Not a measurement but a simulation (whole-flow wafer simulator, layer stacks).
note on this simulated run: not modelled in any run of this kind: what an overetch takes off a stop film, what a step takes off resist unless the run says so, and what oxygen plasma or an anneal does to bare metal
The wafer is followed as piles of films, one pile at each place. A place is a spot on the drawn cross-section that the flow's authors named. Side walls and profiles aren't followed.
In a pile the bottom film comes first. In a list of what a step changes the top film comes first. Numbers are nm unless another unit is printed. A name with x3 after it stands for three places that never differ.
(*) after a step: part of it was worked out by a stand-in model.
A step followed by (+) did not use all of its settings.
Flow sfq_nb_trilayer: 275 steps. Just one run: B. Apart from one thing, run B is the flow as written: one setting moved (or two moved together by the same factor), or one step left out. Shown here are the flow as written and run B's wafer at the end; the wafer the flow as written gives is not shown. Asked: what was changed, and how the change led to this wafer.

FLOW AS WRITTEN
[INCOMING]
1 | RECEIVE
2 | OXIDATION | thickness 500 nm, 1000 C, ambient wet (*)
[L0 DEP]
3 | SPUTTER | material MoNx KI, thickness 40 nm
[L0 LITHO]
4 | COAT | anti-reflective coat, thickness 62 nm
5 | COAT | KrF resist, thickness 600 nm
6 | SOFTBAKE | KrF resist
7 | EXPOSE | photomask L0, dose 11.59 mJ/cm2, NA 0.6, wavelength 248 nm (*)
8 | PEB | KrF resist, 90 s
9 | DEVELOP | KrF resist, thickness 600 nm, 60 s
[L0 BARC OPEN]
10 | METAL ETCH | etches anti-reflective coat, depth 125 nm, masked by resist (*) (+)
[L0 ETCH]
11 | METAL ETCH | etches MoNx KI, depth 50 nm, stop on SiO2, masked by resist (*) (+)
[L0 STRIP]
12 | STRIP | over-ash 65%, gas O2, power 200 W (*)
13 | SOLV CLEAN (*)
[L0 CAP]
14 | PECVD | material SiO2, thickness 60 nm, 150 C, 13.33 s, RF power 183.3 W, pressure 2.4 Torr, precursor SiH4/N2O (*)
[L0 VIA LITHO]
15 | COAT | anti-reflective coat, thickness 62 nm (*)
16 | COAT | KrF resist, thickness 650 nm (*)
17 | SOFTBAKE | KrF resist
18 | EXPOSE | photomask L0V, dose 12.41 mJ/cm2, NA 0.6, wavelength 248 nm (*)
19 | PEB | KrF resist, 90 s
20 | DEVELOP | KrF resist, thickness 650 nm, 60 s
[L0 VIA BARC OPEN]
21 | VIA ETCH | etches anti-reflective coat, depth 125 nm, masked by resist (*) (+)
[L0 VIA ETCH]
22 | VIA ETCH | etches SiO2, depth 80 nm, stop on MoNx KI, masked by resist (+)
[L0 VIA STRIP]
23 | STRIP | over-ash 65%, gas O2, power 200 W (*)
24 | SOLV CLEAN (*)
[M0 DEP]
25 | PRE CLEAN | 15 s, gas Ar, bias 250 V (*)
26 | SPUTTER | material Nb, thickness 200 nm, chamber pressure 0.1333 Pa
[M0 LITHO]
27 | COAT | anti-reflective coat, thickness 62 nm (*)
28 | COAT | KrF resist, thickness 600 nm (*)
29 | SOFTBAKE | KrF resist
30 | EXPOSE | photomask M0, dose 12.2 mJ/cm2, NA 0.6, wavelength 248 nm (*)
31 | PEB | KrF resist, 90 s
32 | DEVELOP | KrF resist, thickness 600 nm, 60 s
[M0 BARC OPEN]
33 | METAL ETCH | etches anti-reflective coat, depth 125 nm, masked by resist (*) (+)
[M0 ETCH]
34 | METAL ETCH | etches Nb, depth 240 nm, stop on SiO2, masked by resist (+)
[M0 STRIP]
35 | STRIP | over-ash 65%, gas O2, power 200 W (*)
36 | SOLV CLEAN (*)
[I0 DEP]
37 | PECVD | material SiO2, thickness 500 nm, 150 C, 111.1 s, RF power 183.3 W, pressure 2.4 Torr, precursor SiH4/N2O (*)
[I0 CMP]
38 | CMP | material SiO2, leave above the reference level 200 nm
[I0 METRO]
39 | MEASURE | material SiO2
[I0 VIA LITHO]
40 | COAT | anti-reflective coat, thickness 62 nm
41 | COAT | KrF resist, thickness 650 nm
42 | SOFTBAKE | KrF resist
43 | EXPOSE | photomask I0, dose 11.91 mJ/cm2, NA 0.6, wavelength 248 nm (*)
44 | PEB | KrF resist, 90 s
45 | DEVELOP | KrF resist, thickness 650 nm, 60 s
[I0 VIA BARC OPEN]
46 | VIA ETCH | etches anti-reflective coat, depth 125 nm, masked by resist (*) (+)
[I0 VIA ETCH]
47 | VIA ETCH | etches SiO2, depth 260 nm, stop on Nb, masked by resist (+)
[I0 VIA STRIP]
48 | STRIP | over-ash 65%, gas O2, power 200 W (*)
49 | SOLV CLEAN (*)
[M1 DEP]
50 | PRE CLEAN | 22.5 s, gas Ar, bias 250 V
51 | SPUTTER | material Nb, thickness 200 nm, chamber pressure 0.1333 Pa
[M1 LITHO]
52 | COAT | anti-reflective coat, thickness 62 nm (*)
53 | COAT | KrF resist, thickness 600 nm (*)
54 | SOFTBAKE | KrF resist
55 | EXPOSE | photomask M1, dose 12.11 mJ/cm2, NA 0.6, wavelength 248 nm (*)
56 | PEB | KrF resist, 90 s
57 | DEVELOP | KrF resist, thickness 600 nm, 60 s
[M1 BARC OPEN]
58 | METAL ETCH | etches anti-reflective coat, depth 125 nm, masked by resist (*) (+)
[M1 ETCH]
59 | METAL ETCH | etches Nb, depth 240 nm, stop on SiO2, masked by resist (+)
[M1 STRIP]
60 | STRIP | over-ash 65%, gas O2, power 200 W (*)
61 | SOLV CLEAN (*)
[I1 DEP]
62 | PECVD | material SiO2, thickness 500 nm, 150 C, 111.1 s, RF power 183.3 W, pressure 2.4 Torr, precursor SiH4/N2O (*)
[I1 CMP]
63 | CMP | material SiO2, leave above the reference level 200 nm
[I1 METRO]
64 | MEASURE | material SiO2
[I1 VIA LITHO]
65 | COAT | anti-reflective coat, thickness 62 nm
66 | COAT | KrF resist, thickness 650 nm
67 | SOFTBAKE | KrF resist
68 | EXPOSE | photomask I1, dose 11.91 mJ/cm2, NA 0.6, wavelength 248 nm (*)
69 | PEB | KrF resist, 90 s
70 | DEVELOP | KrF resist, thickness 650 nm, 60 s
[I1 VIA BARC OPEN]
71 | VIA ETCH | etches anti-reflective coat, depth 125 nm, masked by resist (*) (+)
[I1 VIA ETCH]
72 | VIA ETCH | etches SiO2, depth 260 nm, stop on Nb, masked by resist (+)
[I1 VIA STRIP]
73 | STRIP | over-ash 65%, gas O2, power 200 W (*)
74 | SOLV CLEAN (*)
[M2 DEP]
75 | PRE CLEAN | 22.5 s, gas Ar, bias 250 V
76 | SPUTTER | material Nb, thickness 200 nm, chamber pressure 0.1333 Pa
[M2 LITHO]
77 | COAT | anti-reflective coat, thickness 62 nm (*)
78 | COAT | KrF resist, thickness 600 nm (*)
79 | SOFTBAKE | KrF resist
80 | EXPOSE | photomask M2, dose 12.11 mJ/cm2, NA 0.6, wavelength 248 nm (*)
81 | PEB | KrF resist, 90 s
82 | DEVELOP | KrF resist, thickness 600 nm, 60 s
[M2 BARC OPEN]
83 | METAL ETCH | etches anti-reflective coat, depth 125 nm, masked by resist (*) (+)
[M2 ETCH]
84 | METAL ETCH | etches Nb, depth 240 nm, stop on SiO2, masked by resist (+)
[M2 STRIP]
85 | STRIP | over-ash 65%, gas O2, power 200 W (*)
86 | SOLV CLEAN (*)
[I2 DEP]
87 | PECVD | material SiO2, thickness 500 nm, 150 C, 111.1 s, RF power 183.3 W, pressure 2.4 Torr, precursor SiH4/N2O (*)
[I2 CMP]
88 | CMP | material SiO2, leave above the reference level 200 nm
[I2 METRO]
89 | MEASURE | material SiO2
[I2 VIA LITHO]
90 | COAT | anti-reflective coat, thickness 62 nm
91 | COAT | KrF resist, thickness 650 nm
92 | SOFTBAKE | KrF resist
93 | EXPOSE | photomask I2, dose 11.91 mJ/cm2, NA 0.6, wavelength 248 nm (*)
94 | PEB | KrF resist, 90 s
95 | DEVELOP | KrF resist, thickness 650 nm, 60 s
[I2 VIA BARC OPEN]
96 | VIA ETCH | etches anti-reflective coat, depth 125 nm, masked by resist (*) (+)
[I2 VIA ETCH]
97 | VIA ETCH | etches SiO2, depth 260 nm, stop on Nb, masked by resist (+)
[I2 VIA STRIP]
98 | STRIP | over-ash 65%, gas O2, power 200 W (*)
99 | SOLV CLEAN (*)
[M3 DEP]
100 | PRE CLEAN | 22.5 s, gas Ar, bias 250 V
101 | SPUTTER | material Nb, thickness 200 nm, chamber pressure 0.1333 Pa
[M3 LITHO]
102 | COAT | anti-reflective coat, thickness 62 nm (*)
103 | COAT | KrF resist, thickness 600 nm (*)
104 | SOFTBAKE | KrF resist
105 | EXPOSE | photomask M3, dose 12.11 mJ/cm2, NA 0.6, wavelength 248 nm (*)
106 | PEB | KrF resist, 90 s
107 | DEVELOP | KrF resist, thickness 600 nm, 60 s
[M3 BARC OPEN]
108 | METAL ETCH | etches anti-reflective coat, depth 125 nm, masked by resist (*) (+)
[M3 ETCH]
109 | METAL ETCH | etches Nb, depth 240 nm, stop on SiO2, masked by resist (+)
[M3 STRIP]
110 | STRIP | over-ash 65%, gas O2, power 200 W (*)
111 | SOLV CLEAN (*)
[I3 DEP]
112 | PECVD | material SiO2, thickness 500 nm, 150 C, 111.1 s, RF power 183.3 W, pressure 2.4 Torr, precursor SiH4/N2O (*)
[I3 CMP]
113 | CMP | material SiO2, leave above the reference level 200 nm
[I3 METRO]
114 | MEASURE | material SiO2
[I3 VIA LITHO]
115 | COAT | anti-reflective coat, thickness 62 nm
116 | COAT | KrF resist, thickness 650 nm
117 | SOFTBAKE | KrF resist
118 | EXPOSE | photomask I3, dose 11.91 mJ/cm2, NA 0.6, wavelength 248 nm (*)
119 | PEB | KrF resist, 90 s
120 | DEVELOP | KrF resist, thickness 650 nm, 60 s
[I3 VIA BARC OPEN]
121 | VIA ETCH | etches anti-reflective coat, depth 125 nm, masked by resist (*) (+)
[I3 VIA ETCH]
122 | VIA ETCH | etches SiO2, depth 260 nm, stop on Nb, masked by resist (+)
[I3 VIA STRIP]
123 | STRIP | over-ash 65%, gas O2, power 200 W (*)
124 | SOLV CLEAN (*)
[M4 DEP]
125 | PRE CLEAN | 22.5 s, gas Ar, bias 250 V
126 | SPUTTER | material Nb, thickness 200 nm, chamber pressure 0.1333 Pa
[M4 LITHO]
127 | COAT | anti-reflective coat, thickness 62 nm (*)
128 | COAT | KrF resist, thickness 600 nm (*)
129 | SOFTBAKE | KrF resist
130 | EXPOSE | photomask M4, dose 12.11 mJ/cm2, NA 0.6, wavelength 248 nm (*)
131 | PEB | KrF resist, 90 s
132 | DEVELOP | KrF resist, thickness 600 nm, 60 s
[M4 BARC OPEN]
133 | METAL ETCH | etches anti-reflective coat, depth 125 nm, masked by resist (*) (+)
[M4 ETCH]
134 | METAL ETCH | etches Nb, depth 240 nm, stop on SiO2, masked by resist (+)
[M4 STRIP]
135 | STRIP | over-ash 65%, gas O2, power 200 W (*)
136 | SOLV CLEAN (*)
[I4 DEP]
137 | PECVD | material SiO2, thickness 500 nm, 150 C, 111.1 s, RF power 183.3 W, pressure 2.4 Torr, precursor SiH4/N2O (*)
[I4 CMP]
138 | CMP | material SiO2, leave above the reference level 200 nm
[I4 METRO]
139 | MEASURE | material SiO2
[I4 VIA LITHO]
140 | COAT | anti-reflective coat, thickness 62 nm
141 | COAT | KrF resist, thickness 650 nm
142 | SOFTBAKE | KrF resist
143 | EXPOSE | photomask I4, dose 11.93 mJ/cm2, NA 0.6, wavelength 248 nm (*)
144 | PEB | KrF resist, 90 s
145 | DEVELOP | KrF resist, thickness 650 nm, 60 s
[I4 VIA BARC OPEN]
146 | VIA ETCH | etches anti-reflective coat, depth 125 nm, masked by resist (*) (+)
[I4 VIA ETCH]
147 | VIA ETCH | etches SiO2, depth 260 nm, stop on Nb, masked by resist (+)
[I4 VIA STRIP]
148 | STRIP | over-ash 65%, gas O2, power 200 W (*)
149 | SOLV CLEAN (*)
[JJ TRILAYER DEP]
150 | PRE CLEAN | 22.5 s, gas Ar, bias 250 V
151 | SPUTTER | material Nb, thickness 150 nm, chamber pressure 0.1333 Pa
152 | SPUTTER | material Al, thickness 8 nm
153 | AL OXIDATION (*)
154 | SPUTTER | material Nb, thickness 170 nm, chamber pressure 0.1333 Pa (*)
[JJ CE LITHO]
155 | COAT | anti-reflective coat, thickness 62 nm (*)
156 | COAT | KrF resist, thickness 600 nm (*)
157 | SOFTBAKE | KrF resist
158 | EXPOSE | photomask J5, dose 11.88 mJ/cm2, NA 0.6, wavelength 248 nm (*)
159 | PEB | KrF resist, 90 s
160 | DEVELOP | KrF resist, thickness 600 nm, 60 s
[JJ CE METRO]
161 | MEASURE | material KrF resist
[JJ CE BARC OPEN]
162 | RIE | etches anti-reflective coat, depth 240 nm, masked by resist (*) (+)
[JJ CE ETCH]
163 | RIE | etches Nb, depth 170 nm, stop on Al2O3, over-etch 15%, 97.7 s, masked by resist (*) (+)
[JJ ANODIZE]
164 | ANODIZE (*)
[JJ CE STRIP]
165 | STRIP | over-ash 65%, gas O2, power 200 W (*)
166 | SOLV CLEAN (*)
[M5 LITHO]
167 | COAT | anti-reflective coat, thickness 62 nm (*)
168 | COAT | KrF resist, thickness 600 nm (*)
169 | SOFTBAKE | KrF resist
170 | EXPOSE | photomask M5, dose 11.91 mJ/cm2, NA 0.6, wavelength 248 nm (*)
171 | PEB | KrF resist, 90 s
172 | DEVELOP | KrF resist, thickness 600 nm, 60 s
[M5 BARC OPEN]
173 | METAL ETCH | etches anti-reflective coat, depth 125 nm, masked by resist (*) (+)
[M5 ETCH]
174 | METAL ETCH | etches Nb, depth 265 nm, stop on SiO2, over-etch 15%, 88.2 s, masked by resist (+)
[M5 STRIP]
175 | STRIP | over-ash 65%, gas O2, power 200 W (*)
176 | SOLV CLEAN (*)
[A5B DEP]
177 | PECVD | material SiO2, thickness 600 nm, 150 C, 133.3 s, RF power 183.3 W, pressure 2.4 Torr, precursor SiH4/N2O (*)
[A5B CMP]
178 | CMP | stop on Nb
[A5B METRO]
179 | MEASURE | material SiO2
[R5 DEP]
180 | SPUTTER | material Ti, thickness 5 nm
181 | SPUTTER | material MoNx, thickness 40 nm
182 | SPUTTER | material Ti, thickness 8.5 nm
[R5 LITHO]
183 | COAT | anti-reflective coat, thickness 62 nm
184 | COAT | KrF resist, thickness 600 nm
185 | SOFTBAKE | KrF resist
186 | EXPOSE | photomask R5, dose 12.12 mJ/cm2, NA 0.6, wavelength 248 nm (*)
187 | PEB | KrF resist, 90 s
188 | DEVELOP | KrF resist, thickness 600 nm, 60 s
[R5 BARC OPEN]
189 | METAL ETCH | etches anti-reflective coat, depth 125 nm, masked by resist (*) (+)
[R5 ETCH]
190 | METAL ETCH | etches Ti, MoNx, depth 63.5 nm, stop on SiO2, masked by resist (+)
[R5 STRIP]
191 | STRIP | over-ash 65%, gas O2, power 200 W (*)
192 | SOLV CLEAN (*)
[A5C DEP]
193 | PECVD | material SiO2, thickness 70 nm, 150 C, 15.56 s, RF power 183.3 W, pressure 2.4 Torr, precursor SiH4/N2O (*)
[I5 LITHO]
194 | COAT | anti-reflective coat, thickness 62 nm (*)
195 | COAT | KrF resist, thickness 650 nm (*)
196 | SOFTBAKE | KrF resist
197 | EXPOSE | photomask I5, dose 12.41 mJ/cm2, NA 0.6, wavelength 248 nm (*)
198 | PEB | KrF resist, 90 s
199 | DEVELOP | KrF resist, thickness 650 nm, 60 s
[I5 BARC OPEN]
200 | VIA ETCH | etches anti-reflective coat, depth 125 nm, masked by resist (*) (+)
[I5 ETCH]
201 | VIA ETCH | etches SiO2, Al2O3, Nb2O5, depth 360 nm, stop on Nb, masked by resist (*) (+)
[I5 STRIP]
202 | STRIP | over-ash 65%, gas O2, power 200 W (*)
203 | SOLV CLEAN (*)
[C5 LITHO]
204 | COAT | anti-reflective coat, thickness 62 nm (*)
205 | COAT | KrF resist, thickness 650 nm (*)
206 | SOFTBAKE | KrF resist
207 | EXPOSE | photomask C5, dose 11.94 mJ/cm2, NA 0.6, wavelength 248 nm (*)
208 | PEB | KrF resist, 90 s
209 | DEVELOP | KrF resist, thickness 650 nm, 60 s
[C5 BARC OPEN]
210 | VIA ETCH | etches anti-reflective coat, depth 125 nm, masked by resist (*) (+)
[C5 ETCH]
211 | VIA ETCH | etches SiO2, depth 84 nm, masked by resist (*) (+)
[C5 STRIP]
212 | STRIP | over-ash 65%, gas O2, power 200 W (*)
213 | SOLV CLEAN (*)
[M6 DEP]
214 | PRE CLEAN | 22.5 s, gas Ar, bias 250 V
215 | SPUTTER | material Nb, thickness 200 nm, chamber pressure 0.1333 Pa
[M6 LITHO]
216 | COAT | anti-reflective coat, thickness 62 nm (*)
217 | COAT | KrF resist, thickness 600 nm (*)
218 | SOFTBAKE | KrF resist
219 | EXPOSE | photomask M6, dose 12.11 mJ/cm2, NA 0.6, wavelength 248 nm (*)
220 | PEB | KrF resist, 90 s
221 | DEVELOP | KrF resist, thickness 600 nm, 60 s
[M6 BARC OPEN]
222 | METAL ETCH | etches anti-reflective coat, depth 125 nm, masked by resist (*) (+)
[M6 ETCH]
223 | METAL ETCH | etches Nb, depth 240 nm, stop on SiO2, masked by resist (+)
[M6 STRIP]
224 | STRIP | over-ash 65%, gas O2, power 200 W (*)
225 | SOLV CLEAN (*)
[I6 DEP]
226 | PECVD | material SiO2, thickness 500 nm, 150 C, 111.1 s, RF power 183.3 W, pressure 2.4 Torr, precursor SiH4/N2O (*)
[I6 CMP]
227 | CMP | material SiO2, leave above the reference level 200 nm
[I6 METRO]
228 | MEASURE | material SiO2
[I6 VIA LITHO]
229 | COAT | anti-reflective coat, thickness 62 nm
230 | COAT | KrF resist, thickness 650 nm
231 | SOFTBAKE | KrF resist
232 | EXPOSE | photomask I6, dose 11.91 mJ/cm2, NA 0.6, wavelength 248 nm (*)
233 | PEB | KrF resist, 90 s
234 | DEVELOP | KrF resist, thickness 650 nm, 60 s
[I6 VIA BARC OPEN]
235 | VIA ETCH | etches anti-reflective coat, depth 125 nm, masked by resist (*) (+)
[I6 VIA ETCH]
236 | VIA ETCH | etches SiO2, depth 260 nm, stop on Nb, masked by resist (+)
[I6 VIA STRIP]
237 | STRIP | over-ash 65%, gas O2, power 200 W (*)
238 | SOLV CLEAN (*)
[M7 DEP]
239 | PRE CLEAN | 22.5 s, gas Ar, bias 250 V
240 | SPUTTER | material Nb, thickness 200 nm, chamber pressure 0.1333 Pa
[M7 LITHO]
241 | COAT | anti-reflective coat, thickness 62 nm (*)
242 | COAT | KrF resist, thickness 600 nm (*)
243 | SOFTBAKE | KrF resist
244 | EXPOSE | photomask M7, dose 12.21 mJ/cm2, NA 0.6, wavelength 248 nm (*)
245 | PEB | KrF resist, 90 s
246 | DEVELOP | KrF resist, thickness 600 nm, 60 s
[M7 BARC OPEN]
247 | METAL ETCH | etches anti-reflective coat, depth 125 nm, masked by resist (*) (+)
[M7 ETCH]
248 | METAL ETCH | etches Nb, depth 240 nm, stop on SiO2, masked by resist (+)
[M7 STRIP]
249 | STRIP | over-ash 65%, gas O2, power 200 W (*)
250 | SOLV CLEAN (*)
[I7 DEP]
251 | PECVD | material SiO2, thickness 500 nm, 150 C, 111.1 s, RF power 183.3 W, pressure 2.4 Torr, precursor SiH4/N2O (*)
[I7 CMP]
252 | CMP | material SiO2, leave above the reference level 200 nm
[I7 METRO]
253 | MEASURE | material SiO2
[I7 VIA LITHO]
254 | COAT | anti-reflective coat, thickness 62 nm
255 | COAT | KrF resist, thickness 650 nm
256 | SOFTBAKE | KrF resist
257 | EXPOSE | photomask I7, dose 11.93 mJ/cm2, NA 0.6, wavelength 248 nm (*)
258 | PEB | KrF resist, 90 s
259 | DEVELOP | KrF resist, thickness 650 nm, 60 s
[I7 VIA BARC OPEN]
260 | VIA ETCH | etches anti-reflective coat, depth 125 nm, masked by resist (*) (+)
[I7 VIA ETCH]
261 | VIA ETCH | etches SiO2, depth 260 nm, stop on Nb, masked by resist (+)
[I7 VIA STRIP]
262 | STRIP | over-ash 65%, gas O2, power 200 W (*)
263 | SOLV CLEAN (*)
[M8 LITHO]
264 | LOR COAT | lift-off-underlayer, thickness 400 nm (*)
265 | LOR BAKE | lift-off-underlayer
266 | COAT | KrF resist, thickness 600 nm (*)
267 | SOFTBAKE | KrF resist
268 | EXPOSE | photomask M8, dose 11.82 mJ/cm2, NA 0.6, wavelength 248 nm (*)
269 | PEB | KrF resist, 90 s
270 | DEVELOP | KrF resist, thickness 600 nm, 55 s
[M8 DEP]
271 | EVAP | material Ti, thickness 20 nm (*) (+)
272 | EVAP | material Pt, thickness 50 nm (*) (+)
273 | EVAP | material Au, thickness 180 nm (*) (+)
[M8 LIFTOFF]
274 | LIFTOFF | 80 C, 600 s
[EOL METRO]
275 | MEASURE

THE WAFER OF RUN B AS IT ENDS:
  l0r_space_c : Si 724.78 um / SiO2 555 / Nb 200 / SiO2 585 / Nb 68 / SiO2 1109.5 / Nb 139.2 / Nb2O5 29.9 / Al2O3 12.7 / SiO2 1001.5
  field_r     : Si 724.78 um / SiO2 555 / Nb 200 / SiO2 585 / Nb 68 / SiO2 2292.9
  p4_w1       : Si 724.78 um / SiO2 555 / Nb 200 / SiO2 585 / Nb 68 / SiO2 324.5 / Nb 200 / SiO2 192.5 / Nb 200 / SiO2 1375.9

The reason: step 84, METAL ETCH: depth 132 nm was run, while the flow as written has depth 240 nm.

The path from the change to this, step by step:
  84 | METAL ETCH | etches Nb, depth 240 nm, stop on SiO2, masked by resist (+)
      field_l, be, be_sur and 81 more: -132 Nb (it would be, as written: -200 Nb (all of it))
      v_sur, via_wl, via_w and 19 more: -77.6 KrF resist (it would be, as written: -141.2 KrF resist)
  85 | STRIP | over-ash 65%, gas O2, power 200 W (*)
      wl_j_sl, wl_jj, wl_j_sr and 12 more: -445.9 KrF resist (all of it), -62 anti-reflective coat (all of it) (it would be, as written: -382.4 KrF resist (all of it), -62 anti-reflective coat (all of it))
      v_sur: -443.6 KrF resist (all of it), -61.4 anti-reflective coat (all of it) (it would be, as written: -380 KrF resist (all of it), -61.4 anti-reflective coat (all of it))
      (as well as at 6 more places)
  87 | PECVD | material SiO2, thickness 500 nm, 150 C, 111.1 s, RF power 183.3 W, pressure 2.4 Torr, precursor SiH4/N2O (*)
      field_l, be, be_sur and 81 more: +500 SiO2 (new film) (it would be, as written: +500 SiO2)
  88 | CMP | material SiO2, leave above the reference level 200 nm
      field_l, be, be_sur and 81 more: -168 SiO2 (it would be, as written: -100 SiO2)
With metal films that touch counted as one body, l0r_space_c has 3 bodies (between them, from the top down: SiO2 1109.5; SiO2 585); the flow as written gives 2 bodies (between them, from the top down: SiO2 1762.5).
With metal films that touch counted as one body, field_r has 2 bodies (between them, from the top down: SiO2 585); the flow as written gives 1 body.
With metal films that touch counted as one body, p4_w1 has 4 bodies (between them, from the top down: SiO2 192.5; SiO2 324.5; SiO2 585); the flow as written gives 3 bodies (between them, from the top down: SiO2 192.5; SiO2 977.5).
